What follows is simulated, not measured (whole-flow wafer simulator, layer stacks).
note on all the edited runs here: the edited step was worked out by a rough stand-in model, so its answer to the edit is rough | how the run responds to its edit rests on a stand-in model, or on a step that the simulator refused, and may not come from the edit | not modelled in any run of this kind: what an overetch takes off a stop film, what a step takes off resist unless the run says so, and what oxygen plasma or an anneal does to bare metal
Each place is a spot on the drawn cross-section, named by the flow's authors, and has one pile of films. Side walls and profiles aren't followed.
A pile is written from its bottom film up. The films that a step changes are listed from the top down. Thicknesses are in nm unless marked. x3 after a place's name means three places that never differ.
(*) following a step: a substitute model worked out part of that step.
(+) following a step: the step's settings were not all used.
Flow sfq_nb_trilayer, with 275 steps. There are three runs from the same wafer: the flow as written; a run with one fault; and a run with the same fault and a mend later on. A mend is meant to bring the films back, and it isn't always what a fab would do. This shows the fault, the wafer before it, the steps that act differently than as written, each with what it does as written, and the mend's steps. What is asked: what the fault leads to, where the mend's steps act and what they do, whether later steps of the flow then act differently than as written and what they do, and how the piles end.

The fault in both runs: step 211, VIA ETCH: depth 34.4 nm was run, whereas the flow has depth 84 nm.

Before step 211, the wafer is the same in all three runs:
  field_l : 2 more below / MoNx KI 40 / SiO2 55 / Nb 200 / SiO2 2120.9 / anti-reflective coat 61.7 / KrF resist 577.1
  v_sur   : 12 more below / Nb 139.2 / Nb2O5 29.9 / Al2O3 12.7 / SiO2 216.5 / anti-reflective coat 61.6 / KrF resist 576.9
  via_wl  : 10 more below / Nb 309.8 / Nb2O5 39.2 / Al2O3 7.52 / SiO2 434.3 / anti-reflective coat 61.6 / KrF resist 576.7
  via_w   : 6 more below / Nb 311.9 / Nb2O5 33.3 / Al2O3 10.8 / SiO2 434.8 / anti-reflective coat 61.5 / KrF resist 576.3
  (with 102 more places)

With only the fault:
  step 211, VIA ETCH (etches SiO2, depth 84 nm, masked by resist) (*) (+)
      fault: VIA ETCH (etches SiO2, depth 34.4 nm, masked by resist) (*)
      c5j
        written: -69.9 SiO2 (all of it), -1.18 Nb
        fault: -34.4 SiO2
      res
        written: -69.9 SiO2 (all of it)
        fault: -34.4 SiO2
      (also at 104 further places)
  Steps further on in the flow that do not act as written (4 more steps, not shown, differ only slightly: by at most 2% or 0.5 nm, whichever is larger):
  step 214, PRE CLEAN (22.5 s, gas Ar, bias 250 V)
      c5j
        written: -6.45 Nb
        fault: -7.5 SiO2
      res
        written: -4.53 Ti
        fault: -7.5 SiO2
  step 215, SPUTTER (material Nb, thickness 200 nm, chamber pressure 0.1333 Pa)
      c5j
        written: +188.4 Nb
        fault: +197.3 Nb (new film)
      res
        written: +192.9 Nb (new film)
        fault: +200 Nb (new film)
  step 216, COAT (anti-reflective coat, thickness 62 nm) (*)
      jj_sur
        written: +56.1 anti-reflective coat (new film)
        fault: +57.5 anti-reflective coat (new film)
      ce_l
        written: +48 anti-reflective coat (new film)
        fault: +57.1 anti-reflective coat (new film)
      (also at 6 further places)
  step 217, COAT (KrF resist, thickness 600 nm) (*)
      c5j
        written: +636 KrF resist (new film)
        fault: +620.9 KrF resist (new film)
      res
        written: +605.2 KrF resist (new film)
        fault: +588.5 KrF resist (new film)
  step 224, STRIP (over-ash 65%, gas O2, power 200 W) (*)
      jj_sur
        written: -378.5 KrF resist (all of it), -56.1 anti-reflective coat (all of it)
        fault: -379.9 KrF resist (all of it), -57.5 anti-reflective coat (all of it)
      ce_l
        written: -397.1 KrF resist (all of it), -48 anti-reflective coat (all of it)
        fault: -391.6 KrF resist (all of it), -57.1 anti-reflective coat (all of it)
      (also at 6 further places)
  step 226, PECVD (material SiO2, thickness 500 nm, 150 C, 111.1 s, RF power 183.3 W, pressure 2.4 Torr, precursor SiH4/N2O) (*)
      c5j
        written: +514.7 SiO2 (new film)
        fault: +500 SiO2 (new film)
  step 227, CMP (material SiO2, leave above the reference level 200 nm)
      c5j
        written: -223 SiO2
        fault: -252.8 SiO2
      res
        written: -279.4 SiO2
        fault: -319 SiO2
  The piles end different from the flow's at c5j, res by more than 2% or 0.5 nm, whichever is larger.
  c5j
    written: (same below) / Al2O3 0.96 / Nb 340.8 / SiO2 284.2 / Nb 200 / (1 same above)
    fault: (same below) / Al2O3 0.96 / Nb 160 / SiO2 28 / Nb 197.3 / SiO2 239.7 / Nb 200 / (1 same above)
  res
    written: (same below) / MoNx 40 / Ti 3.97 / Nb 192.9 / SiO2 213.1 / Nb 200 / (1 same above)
    fault: (same below) / MoNx 40 / Ti 8.5 / SiO2 28 / Nb 200 / SiO2 173.5 / Nb 200 / (1 same above)

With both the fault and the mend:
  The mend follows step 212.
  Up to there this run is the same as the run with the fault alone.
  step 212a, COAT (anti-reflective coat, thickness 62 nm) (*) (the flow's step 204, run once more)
      lsp_m, ln_m6, p4_fl x3 and 61 more
        +62 anti-reflective coat (new film)
      lsp_r, l0_sur, l0v, wl_a_sl, wl_a_m6, wl_a_sr, wl_g_sr
        +61.9 anti-reflective coat (new film)
      field_l, v_sur
        +61.6 anti-reflective coat (new film)
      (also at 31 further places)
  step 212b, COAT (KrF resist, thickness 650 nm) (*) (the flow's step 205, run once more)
      p4_fl x3, p4_w1 x9, p4_g1 x2 and 33 more
        +650 KrF resist (new film)
      wl_b_m5, wl_b_sr, wl_c_sl and 12 more
        +649.9 KrF resist (new film)
      lsp_r, wl_j_sl, wl_j_sr
        +650.2 KrF resist (new film)
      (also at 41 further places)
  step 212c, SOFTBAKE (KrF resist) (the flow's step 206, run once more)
      does not change any film at any place that is followed
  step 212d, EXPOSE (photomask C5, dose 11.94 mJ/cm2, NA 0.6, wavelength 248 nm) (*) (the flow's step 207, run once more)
      does not change any film at any place that is followed
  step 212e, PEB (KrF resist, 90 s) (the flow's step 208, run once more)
      field_l, sp_r, lsp_l and 78 more
        -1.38 KrF resist
      v_sur, via_wl, via_w, via_wr, via_sp, be_sur, jj_sur
        -1.37 KrF resist
      moat, field_r, wl_jj
        -1.39 KrF resist
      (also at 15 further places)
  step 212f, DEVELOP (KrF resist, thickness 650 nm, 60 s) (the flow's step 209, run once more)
      field_l, v_sur, via_wl and 101 more
        -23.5 KrF resist
      c5j
        -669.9 KrF resist (all of it)
      res
        -636.9 KrF resist (all of it)
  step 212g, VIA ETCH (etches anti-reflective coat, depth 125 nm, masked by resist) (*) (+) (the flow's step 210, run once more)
      field_l, v_sur, via_wl and 101 more
        -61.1 KrF resist
      c5j
        -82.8 anti-reflective coat (all of it), -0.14 SiO2
      res
        -73.3 anti-reflective coat (all of it), -0.18 SiO2
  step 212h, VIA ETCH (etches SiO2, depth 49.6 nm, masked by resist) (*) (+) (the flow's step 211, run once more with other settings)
      field_l, v_sur, via_wl and 101 more
        -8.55 KrF resist
      c5j
        -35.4 SiO2 (all of it), -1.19 Nb
      res
        -35.3 SiO2 (all of it)
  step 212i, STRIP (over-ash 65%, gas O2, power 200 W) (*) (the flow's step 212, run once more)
      p4_fl x3, p4_w1 x9, p4_g1 x2 and 33 more
        -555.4 KrF resist (all of it), -62 anti-reflective coat (all of it)
      wl_b_sl, wl_b_m5, wl_b_sr and 13 more
        -555.3 KrF resist (all of it), -62 anti-reflective coat (all of it)
      wl_j_sl, wl_j_sr
        -555.6 KrF resist (all of it), -60.2 anti-reflective coat (all of it)
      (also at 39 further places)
  Later steps of the flow that are run all act as written at every place that is followed, up to a difference of at most 2% or 0.5 nm, whichever is larger.
  At every place that both follow, the piles at the end match the flow's.
